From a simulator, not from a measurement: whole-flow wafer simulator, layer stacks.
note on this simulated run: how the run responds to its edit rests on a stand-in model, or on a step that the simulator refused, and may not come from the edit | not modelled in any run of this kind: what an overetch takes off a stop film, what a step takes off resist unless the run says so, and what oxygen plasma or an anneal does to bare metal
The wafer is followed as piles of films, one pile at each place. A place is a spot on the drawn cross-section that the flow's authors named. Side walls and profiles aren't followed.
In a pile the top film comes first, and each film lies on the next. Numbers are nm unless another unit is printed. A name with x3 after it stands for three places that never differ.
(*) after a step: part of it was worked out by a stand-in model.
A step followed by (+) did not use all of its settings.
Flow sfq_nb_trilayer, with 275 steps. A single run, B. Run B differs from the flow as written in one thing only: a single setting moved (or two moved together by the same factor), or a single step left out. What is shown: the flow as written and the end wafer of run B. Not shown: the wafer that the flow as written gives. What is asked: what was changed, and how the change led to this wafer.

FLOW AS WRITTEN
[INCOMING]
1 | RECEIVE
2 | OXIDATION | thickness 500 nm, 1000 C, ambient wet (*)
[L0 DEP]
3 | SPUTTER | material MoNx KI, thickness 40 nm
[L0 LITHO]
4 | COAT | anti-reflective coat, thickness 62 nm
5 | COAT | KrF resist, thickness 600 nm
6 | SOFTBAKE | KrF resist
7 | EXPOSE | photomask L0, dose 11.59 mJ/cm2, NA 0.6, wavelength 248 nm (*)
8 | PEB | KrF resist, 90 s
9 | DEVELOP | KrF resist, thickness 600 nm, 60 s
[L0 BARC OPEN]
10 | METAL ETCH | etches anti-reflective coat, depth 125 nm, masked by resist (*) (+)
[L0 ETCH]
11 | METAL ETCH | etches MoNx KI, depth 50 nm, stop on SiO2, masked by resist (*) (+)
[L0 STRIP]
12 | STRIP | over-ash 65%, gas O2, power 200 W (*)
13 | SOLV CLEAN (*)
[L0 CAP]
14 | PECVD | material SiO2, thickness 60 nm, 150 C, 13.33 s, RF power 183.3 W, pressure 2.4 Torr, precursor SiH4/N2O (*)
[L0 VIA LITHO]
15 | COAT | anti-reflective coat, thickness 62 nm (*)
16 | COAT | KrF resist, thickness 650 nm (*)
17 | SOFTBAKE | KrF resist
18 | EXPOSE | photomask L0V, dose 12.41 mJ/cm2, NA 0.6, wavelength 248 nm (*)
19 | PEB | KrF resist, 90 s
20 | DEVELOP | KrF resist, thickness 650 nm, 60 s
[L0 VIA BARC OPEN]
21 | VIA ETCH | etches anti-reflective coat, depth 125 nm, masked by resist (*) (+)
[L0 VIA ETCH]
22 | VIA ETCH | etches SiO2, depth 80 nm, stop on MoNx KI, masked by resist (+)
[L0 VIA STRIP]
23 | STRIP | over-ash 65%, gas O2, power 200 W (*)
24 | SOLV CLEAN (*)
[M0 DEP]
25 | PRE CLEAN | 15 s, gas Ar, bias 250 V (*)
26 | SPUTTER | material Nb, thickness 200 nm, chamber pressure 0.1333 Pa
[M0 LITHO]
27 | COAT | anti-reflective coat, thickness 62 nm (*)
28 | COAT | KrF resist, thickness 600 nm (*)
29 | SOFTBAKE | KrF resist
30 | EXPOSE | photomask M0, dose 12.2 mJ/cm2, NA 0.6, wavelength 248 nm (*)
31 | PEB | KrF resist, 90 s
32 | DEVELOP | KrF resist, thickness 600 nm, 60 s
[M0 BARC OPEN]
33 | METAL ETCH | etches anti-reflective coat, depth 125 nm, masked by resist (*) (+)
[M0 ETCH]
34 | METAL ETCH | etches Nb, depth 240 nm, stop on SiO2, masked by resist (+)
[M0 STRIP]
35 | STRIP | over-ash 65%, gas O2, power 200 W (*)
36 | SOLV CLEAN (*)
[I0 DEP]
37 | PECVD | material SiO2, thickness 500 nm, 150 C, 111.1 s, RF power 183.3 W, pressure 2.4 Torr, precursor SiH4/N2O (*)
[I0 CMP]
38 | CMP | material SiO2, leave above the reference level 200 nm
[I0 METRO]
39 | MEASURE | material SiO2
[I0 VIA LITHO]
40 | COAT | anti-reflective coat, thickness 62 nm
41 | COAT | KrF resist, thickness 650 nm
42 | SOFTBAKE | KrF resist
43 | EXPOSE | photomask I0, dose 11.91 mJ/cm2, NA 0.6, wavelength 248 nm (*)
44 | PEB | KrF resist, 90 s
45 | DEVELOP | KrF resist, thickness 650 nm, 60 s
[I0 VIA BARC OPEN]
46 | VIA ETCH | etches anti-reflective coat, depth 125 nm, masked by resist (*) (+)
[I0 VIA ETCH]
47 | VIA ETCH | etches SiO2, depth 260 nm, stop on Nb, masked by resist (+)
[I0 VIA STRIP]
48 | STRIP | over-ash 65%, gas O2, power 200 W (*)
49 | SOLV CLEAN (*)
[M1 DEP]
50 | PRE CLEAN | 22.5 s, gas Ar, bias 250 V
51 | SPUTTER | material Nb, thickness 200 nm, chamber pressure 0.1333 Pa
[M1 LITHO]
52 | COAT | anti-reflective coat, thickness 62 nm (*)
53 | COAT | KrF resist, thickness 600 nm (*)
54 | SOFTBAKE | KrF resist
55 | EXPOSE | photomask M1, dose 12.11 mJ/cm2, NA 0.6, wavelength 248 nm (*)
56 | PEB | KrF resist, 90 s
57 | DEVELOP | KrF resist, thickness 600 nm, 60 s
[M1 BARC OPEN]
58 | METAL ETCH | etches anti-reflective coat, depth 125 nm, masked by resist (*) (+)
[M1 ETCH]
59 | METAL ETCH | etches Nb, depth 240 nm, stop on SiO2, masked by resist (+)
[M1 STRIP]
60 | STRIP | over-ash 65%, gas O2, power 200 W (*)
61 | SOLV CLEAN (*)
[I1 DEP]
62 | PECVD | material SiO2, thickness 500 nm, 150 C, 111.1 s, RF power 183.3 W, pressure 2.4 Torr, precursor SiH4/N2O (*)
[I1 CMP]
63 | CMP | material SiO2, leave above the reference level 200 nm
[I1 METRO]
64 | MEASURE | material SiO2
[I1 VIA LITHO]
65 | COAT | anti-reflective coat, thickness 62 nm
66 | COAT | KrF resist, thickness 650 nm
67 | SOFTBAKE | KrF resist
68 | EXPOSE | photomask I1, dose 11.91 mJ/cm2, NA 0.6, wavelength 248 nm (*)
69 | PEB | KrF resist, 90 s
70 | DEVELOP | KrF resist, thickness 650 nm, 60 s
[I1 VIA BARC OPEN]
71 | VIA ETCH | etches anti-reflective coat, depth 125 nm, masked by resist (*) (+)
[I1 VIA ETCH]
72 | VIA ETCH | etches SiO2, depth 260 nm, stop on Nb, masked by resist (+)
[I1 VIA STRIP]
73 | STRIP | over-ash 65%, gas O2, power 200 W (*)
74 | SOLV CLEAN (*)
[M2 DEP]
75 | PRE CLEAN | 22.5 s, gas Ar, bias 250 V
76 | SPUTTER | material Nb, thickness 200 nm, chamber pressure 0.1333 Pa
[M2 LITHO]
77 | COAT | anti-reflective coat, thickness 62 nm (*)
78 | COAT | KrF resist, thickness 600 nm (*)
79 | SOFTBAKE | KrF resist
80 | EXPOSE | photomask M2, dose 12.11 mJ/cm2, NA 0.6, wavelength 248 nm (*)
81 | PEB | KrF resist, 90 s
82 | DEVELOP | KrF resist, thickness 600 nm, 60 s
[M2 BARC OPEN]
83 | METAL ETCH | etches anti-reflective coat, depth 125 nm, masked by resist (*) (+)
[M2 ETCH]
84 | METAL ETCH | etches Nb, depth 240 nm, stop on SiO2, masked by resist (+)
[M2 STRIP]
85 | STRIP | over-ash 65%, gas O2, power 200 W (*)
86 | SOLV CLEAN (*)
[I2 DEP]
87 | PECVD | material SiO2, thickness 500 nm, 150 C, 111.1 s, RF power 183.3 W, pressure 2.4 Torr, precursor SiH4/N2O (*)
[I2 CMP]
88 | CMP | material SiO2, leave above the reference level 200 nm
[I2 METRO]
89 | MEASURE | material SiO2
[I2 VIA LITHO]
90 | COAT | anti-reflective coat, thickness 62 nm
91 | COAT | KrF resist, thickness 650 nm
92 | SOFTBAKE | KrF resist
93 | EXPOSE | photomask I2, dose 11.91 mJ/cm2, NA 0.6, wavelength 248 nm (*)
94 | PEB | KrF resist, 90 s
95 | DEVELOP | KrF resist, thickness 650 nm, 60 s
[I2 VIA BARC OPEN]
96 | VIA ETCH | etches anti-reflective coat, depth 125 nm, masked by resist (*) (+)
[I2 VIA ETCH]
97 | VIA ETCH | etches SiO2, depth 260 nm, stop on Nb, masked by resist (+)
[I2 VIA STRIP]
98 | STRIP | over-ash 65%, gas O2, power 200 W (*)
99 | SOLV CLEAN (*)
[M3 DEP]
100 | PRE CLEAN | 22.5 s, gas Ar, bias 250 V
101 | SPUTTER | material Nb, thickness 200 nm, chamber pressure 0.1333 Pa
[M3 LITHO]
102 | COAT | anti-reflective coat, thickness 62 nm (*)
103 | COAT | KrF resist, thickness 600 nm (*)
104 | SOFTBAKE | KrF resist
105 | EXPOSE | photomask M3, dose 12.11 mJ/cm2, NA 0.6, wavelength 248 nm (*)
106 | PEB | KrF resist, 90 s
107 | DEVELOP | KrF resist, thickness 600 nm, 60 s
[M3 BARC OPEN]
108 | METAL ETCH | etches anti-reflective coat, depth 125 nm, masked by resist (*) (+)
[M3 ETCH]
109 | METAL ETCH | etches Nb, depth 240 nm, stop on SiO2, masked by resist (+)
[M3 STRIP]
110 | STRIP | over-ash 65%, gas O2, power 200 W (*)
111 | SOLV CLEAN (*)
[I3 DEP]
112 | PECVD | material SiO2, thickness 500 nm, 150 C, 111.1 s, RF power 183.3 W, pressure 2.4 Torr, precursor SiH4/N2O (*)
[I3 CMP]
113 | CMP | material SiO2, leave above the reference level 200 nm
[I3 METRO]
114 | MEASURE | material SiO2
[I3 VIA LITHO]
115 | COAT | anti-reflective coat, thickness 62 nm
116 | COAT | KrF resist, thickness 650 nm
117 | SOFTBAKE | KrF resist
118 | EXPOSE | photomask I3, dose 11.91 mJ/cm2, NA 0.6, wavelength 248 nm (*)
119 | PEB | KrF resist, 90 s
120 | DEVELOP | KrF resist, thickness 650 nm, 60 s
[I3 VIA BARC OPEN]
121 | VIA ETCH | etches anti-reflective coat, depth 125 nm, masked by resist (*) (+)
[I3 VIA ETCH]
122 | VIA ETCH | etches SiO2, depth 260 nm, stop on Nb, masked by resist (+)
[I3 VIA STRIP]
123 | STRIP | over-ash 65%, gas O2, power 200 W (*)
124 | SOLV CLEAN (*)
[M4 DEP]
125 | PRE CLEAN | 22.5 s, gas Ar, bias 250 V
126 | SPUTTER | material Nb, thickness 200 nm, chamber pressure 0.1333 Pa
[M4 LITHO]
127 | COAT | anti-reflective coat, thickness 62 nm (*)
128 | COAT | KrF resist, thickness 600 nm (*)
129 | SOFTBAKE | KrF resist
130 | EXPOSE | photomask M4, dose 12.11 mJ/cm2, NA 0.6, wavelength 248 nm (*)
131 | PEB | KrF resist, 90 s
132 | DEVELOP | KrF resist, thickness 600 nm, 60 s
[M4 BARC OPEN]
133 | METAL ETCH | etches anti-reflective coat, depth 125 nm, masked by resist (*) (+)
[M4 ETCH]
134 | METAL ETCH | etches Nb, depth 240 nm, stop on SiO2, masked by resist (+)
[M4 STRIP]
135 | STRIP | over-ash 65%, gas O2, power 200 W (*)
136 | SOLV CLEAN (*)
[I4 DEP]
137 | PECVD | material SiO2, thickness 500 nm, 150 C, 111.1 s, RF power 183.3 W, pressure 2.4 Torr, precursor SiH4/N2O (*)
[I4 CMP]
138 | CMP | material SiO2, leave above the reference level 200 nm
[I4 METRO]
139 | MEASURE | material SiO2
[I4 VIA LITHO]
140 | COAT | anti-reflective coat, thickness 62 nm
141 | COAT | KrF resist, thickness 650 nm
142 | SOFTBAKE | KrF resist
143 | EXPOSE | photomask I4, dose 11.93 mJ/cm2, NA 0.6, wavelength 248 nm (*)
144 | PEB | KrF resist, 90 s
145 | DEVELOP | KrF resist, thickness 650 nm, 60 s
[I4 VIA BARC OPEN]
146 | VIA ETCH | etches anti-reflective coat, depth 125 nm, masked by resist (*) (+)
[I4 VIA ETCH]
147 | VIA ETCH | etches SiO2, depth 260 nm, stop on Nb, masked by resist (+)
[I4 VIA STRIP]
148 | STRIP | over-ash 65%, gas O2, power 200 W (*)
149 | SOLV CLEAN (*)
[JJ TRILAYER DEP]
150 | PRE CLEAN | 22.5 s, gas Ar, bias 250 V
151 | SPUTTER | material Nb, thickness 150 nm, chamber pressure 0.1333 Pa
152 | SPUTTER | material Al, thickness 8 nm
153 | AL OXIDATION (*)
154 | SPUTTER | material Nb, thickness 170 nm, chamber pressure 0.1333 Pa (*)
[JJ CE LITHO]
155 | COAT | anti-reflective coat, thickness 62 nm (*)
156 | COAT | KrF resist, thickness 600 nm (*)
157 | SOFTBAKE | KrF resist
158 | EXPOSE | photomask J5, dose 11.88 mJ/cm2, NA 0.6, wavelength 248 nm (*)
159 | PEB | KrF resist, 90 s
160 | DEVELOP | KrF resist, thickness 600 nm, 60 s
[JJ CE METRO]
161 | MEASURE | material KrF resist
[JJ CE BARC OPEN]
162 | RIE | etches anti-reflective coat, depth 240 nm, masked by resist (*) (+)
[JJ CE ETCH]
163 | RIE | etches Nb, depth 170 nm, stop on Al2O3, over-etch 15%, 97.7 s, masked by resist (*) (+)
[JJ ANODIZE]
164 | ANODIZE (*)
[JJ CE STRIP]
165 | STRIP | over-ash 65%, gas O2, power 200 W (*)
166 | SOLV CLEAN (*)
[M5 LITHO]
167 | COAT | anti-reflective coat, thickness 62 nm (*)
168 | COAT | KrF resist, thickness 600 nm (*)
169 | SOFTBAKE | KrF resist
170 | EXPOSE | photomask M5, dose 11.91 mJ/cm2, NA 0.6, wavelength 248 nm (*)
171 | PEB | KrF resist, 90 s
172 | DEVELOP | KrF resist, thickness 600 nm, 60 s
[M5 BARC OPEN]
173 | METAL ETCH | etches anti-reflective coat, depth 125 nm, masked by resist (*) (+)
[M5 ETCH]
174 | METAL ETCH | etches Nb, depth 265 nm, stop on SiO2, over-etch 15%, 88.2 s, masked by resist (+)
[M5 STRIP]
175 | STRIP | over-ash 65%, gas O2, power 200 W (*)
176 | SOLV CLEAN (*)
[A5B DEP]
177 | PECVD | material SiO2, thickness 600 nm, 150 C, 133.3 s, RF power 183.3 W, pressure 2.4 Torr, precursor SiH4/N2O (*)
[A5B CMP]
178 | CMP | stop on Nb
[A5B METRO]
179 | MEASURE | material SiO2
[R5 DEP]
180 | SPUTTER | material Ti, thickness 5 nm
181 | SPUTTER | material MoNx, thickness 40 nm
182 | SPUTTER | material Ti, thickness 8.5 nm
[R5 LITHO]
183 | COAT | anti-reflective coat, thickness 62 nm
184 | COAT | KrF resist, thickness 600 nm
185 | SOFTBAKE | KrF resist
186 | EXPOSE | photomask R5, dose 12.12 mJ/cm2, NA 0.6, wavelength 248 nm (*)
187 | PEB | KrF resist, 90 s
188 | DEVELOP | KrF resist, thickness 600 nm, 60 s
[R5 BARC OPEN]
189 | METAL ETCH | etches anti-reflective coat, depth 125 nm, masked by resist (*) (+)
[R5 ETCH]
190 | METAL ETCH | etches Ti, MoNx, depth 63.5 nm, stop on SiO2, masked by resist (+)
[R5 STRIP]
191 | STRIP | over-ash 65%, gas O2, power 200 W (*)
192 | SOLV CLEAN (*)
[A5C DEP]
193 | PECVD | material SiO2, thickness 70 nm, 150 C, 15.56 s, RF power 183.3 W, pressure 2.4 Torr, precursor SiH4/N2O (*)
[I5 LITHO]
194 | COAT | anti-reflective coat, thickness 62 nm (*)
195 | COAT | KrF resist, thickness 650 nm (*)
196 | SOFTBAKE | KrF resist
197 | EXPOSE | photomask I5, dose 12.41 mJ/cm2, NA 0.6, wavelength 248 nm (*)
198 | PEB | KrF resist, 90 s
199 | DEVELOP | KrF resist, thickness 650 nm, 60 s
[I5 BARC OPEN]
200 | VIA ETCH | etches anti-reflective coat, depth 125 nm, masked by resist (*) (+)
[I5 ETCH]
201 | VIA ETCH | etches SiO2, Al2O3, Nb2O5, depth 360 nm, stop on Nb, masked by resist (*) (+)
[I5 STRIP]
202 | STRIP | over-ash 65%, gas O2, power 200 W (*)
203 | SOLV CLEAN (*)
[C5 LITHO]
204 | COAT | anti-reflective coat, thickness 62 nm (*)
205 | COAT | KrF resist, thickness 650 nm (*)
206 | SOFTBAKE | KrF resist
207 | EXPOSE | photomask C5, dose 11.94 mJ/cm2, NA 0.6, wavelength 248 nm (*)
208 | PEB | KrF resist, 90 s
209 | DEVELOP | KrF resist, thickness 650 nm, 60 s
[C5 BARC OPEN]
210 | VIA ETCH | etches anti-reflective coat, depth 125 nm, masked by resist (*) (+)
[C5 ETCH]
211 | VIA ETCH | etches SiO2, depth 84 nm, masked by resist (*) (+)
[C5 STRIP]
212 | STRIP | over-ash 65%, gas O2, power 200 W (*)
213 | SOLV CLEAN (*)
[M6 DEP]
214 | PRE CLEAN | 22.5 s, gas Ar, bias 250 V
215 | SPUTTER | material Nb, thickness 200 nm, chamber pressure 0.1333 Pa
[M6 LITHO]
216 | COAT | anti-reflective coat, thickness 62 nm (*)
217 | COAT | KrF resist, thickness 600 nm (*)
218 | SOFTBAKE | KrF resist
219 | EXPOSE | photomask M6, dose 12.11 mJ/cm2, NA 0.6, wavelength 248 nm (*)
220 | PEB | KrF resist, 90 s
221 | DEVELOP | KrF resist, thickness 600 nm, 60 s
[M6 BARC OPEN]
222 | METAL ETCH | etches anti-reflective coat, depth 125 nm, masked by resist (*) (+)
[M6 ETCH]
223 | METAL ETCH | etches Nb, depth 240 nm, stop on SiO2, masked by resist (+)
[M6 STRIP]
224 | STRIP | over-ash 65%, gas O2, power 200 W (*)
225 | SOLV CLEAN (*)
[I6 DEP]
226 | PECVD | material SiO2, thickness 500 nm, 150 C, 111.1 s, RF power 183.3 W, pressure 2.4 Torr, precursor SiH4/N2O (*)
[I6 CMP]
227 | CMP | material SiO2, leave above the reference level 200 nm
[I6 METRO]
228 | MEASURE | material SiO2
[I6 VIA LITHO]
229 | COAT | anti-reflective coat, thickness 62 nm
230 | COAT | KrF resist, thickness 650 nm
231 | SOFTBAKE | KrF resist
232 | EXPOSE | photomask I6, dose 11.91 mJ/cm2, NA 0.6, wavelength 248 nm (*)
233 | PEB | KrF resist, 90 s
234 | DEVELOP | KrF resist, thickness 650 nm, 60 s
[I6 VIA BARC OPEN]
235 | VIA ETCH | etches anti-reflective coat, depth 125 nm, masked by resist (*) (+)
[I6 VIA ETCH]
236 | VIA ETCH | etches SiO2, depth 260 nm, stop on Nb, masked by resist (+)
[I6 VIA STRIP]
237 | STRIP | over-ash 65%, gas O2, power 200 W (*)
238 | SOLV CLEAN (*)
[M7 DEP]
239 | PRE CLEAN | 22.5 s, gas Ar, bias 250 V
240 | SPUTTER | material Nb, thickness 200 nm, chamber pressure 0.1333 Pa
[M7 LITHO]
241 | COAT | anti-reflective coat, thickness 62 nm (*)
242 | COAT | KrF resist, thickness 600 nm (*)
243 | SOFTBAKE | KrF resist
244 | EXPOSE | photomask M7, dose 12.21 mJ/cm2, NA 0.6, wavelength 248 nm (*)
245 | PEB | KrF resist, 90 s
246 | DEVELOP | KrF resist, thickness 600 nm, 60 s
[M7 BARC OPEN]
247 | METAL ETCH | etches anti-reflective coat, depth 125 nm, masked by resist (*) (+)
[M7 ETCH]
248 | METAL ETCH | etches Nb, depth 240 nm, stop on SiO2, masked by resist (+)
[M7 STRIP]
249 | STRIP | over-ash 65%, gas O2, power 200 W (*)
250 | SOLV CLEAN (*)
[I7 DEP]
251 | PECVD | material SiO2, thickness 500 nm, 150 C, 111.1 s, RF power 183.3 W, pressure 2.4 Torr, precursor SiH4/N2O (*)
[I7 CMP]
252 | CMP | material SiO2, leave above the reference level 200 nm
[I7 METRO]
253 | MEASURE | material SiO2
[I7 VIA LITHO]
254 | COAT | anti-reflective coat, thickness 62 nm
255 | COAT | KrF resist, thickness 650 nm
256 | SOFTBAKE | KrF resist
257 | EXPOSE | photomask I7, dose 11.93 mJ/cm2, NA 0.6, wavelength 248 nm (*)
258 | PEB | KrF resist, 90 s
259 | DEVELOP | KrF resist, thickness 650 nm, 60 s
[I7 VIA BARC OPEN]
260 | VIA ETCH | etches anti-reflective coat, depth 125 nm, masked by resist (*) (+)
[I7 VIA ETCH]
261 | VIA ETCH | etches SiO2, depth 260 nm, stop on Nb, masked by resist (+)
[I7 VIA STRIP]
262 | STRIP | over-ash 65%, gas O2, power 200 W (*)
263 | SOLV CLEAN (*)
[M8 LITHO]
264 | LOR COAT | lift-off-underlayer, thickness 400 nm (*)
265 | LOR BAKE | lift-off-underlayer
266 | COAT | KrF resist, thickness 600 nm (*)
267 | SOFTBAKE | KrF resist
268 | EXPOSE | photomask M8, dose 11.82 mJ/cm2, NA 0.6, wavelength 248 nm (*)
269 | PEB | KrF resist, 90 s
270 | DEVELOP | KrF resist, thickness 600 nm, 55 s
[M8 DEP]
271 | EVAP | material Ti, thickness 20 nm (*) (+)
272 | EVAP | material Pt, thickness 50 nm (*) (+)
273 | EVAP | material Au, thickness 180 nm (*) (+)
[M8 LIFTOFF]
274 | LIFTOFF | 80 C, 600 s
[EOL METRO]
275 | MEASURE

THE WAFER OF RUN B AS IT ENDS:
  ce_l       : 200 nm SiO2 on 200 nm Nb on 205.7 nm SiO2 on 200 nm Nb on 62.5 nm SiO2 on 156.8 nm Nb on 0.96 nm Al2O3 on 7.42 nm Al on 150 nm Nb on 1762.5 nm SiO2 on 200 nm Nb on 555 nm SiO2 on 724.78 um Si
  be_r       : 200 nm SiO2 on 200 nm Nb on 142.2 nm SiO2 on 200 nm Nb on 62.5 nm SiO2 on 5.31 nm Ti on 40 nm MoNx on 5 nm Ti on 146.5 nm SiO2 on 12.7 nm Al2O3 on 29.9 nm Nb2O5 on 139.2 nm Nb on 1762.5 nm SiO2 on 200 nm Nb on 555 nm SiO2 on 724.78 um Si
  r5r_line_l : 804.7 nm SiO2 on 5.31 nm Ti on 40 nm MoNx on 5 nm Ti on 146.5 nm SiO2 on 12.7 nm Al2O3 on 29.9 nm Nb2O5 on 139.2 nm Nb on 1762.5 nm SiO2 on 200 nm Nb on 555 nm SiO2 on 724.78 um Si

Cause: step 182, SPUTTER: thickness 5.31 nm was run, though the flow has thickness 8.5 nm.
One can read it off the wafer: be_r has Ti 5.31, and step 182 as written asks for 8.5 nm.

Step by step, how the change led to this:
  182 | SPUTTER | material Ti, thickness 8.5 nm
      field_l, v_sur, via_wl and 103 more: +5.31 Ti (new film) (in the flow as written it would be: +8.5 Ti (new film))
  190 | METAL ETCH | etches Ti, MoNx, depth 63.5 nm, stop on SiO2, masked by resist (+)
      field_l, v_sur, via_wl and 92 more: -5.31 Ti (all of it), -40 MoNx (all of it), -5 Ti (all of it) (in the flow as written it would be: -8.5 Ti (all of it), -40 MoNx (all of it), -5 Ti (all of it))
      ce_l, c5j, ce_r, wl_jj: -5.31 Ti (all of it), -40 MoNx (all of it), -5 Ti (all of it), -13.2 Nb (in the flow as written it would be: -8.5 Ti (all of it), -40 MoNx (all of it), -5 Ti (all of it), -10 Nb)
  194 | COAT | anti-reflective coat, thickness 62 nm (*)
      ce_l: +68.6 anti-reflective coat (new film) (in the flow as written it would be: +67.2 anti-reflective coat (new film))
  202 | STRIP | over-ash 65%, gas O2, power 200 W (*)
      ce_l: -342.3 KrF resist (all of it), -68.6 anti-reflective coat (all of it) (in the flow as written it would be: -341.5 KrF resist (all of it), -67.2 anti-reflective coat (all of it))
  204 | COAT | anti-reflective coat, thickness 62 nm (*)
      ce_l: +67.4 anti-reflective coat (new film) (in the flow as written it would be: +66 anti-reflective coat (new film))
      sp_r: +68.5 anti-reflective coat (new film) (in the flow as written it would be: +69.9 anti-reflective coat (new film))
  212 | STRIP | over-ash 65%, gas O2, power 200 W (*)
      ce_l: -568 KrF resist (all of it), -67.4 anti-reflective coat (all of it) (in the flow as written it would be: -567.4 KrF resist (all of it), -66 anti-reflective coat (all of it))
      sp_r: -565.1 KrF resist (all of it), -68.5 anti-reflective coat (all of it) (in the flow as written it would be: -565.3 KrF resist (all of it), -69.9 anti-reflective coat (all of it))
  216 | COAT | anti-reflective coat, thickness 62 nm (*)
      ce_l: +49 anti-reflective coat (new film) (in the flow as written it would be: +48 anti-reflective coat (new film))
      ce_r: +49.8 anti-reflective coat (new film) (in the flow as written it would be: +48.8 anti-reflective coat (new film))
      (also at 1 further place)
  224 | STRIP | over-ash 65%, gas O2, power 200 W (*)
      ce_l: -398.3 KrF resist (all of it), -49 anti-reflective coat (all of it) (in the flow as written it would be: -397.1 KrF resist (all of it), -48 anti-reflective coat (all of it))
      ce_r: -404.3 KrF resist (all of it), -49.8 anti-reflective coat (all of it) (in the flow as written it would be: -403.5 KrF resist (all of it), -48.8 anti-reflective coat (all of it))
      (also at 1 further place)
  227 | CMP | material SiO2, leave above the reference level 200 nm
      r5r_line_l, r5r_spacepad_l, r5r_spacepad_r, r5r_line_c, r5r_line_r: -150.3 SiO2 (in the flow as written it would be: -153.5 SiO2)
